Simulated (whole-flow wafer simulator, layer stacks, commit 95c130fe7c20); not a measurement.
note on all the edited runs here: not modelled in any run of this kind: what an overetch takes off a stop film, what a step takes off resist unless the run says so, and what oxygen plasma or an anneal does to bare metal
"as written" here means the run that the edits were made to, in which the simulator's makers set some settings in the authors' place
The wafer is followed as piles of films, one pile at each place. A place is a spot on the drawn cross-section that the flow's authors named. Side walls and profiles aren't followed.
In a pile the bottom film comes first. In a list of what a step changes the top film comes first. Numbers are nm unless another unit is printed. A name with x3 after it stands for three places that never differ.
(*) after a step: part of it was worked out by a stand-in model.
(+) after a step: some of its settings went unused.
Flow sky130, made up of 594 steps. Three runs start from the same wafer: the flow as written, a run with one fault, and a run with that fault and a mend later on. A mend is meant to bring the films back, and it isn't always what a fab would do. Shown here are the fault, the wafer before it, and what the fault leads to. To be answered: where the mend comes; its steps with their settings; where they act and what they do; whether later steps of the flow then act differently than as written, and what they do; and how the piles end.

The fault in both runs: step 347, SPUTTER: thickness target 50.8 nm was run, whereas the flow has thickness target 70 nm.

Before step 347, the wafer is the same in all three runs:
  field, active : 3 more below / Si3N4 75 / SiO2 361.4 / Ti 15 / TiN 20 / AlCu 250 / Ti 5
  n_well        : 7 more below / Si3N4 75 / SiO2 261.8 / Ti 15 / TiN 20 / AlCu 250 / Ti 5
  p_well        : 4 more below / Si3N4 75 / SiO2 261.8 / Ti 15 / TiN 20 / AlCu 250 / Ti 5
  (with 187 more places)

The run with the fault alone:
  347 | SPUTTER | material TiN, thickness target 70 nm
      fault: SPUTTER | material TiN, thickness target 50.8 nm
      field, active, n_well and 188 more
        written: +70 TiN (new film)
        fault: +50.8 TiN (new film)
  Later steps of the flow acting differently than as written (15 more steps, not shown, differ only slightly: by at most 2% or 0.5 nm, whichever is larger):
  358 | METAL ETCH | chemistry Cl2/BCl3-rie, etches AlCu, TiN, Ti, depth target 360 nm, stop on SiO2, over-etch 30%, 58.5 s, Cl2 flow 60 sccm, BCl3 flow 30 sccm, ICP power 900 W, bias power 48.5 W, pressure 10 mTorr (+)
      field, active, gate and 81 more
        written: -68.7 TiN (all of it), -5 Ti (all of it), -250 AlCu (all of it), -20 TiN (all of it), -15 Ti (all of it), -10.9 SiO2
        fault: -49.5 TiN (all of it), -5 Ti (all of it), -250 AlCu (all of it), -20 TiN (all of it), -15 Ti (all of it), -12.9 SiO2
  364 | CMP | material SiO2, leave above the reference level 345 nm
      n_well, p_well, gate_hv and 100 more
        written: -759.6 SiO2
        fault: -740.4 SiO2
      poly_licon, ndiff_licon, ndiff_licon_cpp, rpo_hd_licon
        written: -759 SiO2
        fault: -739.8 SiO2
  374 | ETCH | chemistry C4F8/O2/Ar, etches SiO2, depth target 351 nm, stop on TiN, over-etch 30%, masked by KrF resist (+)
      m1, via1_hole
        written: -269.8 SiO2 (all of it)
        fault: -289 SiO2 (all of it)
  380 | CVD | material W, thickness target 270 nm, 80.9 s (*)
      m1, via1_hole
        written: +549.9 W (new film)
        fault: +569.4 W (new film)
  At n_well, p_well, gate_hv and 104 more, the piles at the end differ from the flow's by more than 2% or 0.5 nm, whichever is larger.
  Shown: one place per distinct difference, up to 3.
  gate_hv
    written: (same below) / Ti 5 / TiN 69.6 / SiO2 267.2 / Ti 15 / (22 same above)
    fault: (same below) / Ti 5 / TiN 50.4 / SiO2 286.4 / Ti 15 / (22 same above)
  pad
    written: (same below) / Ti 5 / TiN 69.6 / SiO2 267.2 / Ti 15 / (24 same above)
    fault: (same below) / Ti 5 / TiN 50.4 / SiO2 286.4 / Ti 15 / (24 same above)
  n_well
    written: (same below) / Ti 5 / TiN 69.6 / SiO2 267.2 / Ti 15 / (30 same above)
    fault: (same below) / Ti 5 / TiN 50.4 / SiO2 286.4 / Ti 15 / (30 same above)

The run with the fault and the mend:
  The mend follows step 347.
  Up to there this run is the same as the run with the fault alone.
  347a | SPUTTER | material TiN, thickness target 19.2 nm (the flow's step 347 again, with other settings)
      field, active, n_well and 188 more
        +19.2 TiN
  Later steps of the flow that are run all act as written at every place that is followed, up to a difference of at most 2% or 0.5 nm, whichever is larger.
  By the end, the piles equal the flow's at every place that both follow.
